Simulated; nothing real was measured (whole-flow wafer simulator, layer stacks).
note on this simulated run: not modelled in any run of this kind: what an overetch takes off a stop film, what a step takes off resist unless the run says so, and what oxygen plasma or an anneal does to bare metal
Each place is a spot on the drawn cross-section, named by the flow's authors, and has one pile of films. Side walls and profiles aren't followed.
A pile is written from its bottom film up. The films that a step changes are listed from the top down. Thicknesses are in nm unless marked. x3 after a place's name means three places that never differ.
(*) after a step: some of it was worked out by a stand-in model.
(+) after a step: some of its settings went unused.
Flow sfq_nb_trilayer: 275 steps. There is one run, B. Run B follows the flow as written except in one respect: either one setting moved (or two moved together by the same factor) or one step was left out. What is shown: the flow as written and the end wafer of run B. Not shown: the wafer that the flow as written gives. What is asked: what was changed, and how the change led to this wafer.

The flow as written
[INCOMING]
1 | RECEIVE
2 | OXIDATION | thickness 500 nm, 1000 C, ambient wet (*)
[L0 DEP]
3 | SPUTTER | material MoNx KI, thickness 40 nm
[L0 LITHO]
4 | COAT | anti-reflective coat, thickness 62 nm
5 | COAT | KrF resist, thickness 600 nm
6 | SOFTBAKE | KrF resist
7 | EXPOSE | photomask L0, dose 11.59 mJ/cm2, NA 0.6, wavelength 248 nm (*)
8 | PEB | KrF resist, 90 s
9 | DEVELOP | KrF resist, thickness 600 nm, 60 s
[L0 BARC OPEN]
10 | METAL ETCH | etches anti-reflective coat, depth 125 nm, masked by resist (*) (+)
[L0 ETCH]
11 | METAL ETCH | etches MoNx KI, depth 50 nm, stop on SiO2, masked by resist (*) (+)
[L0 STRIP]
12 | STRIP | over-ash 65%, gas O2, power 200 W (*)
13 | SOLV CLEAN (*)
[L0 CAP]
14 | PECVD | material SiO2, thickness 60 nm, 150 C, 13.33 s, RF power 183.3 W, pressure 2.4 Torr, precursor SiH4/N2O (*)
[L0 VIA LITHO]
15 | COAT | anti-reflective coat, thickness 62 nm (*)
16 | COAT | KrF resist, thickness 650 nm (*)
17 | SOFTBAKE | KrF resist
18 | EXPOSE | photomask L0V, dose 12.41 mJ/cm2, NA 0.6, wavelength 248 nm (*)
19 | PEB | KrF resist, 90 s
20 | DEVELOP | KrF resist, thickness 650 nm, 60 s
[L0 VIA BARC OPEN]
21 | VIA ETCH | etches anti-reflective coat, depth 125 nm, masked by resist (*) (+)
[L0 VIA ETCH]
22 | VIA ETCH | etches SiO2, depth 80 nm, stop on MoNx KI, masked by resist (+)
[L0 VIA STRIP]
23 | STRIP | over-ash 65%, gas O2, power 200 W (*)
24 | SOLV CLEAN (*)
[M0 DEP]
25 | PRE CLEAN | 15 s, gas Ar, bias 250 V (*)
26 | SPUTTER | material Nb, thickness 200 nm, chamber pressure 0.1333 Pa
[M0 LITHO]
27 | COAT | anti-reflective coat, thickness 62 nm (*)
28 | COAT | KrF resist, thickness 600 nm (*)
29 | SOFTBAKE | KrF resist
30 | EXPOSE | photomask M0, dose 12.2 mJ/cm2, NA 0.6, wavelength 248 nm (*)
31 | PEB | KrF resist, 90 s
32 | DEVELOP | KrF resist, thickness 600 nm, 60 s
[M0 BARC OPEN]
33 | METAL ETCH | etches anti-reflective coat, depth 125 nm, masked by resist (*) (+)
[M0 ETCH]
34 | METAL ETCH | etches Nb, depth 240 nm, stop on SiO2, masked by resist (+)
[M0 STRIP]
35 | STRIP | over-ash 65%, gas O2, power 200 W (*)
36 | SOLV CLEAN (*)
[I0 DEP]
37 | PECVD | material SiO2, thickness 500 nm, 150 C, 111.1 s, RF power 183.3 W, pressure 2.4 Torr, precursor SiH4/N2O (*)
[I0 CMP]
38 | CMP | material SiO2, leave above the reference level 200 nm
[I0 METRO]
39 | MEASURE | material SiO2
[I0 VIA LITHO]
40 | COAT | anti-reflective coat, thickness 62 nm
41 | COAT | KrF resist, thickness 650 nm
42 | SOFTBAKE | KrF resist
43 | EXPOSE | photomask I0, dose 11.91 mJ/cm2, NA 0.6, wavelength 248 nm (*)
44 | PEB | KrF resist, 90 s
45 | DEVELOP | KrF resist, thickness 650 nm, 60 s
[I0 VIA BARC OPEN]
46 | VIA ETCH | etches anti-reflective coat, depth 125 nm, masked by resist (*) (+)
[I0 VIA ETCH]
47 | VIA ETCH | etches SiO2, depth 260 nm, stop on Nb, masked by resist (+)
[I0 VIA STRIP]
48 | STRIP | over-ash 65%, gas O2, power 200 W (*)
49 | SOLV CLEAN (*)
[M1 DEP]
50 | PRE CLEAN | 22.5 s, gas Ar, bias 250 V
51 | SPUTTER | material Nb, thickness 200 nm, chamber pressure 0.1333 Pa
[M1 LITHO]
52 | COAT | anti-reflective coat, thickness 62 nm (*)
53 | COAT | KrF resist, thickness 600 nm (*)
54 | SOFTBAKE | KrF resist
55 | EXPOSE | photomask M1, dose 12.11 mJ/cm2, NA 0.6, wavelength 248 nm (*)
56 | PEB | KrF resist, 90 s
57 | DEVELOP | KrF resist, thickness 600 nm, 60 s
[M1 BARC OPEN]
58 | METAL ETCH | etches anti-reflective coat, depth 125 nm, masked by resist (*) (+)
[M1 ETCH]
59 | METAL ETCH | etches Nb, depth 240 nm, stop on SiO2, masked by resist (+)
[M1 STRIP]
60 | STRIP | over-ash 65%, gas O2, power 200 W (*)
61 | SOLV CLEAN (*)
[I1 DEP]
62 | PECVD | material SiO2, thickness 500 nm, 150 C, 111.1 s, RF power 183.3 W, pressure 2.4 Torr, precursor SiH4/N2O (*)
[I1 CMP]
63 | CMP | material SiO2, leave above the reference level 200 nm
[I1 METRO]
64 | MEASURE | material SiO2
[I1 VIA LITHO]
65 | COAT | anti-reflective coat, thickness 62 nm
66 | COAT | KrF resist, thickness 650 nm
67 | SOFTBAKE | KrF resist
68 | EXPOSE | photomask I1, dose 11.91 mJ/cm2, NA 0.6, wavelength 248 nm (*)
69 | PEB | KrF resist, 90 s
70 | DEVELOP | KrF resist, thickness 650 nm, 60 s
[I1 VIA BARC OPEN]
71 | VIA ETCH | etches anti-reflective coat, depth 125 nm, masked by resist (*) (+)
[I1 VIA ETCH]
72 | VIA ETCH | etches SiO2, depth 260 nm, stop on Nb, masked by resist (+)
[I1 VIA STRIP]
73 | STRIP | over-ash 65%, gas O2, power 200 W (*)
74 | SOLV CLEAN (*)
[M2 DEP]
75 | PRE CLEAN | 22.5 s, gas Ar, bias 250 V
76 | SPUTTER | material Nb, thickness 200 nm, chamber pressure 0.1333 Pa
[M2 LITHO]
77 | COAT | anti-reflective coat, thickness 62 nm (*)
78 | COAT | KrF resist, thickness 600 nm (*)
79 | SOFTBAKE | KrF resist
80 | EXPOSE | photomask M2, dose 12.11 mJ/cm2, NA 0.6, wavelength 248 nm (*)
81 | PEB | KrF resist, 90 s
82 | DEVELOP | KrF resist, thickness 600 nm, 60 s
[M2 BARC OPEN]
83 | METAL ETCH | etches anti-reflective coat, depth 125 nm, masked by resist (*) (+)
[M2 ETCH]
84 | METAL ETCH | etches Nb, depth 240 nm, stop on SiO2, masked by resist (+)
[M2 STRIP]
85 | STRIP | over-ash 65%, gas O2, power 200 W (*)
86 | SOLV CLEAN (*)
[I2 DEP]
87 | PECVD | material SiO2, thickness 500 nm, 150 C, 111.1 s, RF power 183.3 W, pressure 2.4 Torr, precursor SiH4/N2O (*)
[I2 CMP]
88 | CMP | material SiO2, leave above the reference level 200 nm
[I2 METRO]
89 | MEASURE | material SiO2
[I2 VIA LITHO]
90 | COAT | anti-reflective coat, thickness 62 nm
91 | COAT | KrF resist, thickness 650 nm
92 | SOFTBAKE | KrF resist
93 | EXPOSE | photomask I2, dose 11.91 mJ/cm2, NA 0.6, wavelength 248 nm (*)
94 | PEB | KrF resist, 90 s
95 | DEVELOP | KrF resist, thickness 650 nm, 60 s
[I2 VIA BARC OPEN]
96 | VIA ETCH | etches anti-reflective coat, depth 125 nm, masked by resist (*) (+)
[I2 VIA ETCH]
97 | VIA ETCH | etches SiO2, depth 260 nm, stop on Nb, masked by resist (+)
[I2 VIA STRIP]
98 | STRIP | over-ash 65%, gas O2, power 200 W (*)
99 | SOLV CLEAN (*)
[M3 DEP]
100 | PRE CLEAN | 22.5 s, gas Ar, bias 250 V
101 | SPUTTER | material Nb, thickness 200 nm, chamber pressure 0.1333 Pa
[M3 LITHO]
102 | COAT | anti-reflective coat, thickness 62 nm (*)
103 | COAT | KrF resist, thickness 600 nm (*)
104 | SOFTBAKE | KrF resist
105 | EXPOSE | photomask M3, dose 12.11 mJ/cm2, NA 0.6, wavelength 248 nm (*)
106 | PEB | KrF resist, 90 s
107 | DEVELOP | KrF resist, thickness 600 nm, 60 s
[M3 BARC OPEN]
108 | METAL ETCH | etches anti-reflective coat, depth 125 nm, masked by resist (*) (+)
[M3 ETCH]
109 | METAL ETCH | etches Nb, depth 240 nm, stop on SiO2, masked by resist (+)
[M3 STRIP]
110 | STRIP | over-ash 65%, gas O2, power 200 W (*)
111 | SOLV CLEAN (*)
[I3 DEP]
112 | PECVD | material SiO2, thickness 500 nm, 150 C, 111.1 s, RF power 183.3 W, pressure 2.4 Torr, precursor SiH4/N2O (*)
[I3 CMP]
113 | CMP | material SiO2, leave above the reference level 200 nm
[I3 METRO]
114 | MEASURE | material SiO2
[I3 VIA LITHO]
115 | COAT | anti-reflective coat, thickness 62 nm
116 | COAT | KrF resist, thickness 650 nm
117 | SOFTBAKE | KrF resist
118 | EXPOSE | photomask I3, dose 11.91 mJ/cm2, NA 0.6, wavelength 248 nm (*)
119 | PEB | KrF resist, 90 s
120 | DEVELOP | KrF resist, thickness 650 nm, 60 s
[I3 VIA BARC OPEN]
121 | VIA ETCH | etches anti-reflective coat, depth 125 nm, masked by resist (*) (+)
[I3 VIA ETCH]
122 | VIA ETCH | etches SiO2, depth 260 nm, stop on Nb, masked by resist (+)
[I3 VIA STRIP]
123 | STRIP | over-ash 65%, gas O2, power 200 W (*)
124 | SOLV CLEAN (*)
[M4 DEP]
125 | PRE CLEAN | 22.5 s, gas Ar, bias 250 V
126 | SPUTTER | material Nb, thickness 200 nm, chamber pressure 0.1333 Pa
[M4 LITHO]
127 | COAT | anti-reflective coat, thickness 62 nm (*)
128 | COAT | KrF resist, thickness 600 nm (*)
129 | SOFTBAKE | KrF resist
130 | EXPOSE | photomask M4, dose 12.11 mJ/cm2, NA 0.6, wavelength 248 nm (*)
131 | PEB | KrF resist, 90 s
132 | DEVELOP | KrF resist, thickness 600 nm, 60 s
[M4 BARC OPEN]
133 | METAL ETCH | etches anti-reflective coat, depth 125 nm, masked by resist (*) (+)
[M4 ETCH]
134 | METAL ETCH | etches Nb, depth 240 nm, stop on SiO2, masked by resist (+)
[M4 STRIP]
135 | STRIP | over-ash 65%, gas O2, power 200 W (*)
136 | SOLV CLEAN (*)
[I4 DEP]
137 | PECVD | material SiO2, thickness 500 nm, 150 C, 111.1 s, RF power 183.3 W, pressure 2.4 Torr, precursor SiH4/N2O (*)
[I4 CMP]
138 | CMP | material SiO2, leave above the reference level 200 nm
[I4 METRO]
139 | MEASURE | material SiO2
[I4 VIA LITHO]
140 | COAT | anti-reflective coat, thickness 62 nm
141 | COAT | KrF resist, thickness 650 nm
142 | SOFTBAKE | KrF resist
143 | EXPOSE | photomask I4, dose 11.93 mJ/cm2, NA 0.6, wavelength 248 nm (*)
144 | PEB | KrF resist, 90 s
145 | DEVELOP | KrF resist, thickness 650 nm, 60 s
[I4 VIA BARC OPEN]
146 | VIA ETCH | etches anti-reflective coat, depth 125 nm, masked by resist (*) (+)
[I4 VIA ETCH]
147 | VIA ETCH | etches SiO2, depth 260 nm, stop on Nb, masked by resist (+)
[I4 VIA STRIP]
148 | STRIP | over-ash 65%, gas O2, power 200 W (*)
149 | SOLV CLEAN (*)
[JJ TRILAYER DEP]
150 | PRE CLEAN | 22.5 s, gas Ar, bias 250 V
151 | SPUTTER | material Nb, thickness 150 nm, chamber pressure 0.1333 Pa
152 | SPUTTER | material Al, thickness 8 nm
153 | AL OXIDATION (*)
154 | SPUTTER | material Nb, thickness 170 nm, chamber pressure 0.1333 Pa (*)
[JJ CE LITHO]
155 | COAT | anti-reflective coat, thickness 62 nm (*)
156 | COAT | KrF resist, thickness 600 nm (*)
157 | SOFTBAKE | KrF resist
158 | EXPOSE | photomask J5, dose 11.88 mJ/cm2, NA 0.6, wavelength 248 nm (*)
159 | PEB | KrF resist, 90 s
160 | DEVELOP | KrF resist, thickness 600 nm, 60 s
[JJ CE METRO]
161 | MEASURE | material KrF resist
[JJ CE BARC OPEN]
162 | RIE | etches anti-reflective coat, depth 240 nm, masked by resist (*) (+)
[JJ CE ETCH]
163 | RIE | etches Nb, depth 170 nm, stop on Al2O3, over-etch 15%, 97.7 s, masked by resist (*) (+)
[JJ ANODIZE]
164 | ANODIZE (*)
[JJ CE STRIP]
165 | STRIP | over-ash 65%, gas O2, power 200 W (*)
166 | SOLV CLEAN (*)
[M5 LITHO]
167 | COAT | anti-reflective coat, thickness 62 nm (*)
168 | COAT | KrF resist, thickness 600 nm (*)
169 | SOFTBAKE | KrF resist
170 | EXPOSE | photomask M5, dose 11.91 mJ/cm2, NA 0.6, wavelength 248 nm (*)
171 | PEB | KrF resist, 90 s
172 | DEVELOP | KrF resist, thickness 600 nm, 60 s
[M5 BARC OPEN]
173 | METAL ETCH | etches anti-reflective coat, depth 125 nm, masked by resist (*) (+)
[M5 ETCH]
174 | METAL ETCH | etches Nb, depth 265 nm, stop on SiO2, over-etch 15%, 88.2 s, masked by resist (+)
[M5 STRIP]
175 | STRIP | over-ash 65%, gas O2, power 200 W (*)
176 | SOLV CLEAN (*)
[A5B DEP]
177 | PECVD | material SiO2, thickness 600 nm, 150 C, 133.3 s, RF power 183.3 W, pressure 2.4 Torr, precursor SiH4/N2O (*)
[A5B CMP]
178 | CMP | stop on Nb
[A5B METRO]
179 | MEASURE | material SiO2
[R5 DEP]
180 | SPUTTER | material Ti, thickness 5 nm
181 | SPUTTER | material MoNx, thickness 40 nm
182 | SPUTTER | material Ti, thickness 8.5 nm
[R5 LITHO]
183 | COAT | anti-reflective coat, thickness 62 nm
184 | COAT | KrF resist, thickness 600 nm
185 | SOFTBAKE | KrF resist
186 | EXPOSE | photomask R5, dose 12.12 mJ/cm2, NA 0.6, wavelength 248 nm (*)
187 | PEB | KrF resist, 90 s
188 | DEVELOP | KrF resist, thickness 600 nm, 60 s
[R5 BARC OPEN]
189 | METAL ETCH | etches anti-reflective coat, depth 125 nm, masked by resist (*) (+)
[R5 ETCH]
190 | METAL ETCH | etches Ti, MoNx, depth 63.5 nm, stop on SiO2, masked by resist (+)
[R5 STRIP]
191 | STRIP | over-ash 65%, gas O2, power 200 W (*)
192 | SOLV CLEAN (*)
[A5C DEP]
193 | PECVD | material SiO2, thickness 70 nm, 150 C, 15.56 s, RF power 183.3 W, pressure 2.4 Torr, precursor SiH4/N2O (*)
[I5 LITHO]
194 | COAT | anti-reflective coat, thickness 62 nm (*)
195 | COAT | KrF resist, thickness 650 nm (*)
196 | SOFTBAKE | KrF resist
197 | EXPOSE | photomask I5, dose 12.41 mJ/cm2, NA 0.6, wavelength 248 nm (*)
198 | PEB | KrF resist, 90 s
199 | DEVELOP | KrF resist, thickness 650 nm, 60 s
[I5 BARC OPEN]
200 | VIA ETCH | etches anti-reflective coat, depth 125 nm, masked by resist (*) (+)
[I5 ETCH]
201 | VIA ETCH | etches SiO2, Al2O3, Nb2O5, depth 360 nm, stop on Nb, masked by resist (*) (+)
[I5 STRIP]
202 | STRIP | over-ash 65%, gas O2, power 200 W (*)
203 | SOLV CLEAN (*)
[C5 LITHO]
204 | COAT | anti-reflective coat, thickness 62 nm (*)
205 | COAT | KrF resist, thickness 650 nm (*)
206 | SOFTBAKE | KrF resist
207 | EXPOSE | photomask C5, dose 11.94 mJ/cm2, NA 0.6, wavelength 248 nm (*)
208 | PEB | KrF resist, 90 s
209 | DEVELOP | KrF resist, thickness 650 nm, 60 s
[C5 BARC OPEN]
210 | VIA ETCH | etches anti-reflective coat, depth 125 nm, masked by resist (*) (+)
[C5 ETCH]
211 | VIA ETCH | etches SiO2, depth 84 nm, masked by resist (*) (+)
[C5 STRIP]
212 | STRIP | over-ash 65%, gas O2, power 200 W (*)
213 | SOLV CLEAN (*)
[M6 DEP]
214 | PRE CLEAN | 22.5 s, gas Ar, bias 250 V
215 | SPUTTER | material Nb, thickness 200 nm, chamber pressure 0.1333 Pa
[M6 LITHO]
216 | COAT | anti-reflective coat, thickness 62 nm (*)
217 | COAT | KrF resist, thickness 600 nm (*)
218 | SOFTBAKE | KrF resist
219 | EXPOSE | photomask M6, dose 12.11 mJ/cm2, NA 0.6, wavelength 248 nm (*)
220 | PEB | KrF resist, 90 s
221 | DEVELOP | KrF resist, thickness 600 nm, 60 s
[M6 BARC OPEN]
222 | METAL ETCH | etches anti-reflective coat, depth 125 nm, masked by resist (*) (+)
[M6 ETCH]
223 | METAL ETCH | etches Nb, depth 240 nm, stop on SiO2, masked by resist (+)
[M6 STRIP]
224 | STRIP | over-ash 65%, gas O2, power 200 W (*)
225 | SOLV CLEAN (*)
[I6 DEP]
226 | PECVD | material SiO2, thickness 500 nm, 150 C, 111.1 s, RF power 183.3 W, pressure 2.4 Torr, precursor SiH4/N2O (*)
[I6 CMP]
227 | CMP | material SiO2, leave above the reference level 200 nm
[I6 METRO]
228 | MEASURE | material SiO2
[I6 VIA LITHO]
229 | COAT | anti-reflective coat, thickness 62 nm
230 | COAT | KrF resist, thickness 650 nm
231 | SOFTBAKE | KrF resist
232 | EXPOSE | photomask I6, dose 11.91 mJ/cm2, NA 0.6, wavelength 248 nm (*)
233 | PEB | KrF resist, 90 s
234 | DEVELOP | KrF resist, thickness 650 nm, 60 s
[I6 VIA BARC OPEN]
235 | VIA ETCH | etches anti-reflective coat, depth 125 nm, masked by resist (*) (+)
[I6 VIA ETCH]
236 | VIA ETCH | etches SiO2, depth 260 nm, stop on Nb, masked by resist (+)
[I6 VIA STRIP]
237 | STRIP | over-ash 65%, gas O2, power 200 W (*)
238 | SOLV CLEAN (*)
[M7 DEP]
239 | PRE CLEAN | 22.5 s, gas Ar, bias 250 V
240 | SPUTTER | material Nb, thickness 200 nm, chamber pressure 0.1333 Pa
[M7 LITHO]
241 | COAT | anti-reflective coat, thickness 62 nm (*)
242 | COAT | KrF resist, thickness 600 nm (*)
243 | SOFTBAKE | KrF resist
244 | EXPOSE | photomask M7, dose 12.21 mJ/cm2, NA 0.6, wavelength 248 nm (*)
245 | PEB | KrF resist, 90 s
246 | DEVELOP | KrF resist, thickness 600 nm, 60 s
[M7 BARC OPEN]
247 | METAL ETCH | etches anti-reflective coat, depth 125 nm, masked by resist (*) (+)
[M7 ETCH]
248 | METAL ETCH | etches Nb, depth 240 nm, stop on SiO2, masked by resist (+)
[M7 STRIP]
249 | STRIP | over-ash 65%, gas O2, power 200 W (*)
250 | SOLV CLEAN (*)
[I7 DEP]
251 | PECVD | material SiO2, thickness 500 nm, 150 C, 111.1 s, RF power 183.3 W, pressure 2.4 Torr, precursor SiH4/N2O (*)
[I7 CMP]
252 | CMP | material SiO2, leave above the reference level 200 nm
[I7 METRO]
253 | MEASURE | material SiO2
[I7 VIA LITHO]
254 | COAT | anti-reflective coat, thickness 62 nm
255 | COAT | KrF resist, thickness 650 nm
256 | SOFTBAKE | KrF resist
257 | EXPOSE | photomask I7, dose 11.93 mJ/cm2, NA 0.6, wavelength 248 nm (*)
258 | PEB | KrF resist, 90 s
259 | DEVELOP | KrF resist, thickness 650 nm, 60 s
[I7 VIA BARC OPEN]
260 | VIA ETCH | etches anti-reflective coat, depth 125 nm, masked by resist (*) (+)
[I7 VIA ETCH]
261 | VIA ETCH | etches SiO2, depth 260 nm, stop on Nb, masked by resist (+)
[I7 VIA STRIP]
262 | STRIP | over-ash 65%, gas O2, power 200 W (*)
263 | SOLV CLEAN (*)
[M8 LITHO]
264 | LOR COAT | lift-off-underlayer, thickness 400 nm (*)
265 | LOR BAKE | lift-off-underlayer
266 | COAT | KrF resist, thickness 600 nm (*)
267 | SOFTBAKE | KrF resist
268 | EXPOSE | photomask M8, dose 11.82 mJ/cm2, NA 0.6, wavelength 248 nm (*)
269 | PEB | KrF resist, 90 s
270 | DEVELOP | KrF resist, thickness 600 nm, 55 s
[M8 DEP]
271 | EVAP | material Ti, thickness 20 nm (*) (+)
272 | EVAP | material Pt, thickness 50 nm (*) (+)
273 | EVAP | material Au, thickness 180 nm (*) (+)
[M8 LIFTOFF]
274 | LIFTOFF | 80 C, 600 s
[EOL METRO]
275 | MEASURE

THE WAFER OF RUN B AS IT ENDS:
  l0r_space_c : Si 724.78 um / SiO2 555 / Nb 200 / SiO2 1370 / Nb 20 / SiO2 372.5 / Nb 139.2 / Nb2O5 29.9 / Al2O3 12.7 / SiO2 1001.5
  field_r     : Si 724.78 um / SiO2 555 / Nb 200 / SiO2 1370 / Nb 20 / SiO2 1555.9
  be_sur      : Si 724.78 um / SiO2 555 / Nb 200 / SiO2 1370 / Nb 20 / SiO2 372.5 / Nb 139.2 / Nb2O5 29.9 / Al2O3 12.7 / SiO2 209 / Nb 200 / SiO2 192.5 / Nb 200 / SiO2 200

The reason: step 134, METAL ETCH: depth 180 nm was run, whereas the flow has depth 240 nm.

Step by step, how the change led to this:
  134 | METAL ETCH | etches Nb, depth 240 nm, stop on SiO2, masked by resist (+)
      field_l, be, be_sur and 64 more: -180 Nb (as written it would have been: -200 Nb (all of it))
      v_sur, via_wl, via_w and 36 more: -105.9 KrF resist (as written it would have been: -141.2 KrF resist)
  135 | STRIP | over-ash 65%, gas O2, power 200 W (*)
      p4_fl, p4_fm, p4_w1 and 26 more: -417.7 KrF resist (all of it), -62 anti-reflective coat (all of it) (as written it would have been: -382.4 KrF resist (all of it), -62 anti-reflective coat (all of it))
      ln_m5, lsp_m, ln_m6: -417.2 KrF resist (all of it), -61.8 anti-reflective coat (all of it) (as written it would have been: -381.9 KrF resist (all of it), -61.8 anti-reflective coat (all of it))
      (as well as at 7 more places)
  137 | PECVD | material SiO2, thickness 500 nm, 150 C, 111.1 s, RF power 183.3 W, pressure 2.4 Torr, precursor SiH4/N2O (*)
      field_l, be, be_sur and 55 more: +500 SiO2 (new film) (as written it would have been: +500 SiO2)
      p3_s0, p3_s1, p3_s2, p3_s3, p3_s4, p3_s5: +537.1 SiO2 (new film) (as written it would have been: +557.1 SiO2)
      (as well as at 3 more places)
  138 | CMP | material SiO2, leave above the reference level 200 nm
      field_l, be, be_sur and 55 more: -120 SiO2 (as written it would have been: -100 SiO2)
      lsp_r, l0_sur, l0v: -112.7 SiO2 (as written it would have been: -91.9 SiO2)
Taking metal films that touch as one body, l0r_space_c has 3 bodies (between them, from the top down: SiO2 372.5; SiO2 1370); the flow as written gives 2 bodies (between them, from the top down: SiO2 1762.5).
Taking metal films that touch as one body, field_r has 2 bodies (between them, from the top down: SiO2 1370); the flow as written gives 1 body.
Taking metal films that touch as one body, be_sur has 5 bodies (between them, from the top down: SiO2 192.5; SiO2 209 / Al2O3 12.7 / Nb2O5 29.9; SiO2 372.5; SiO2 1370); the flow as written gives 4 bodies (between them, from the top down: SiO2 192.5; SiO2 209 / Al2O3 12.7 / Nb2O5 29.9; SiO2 1762.5).
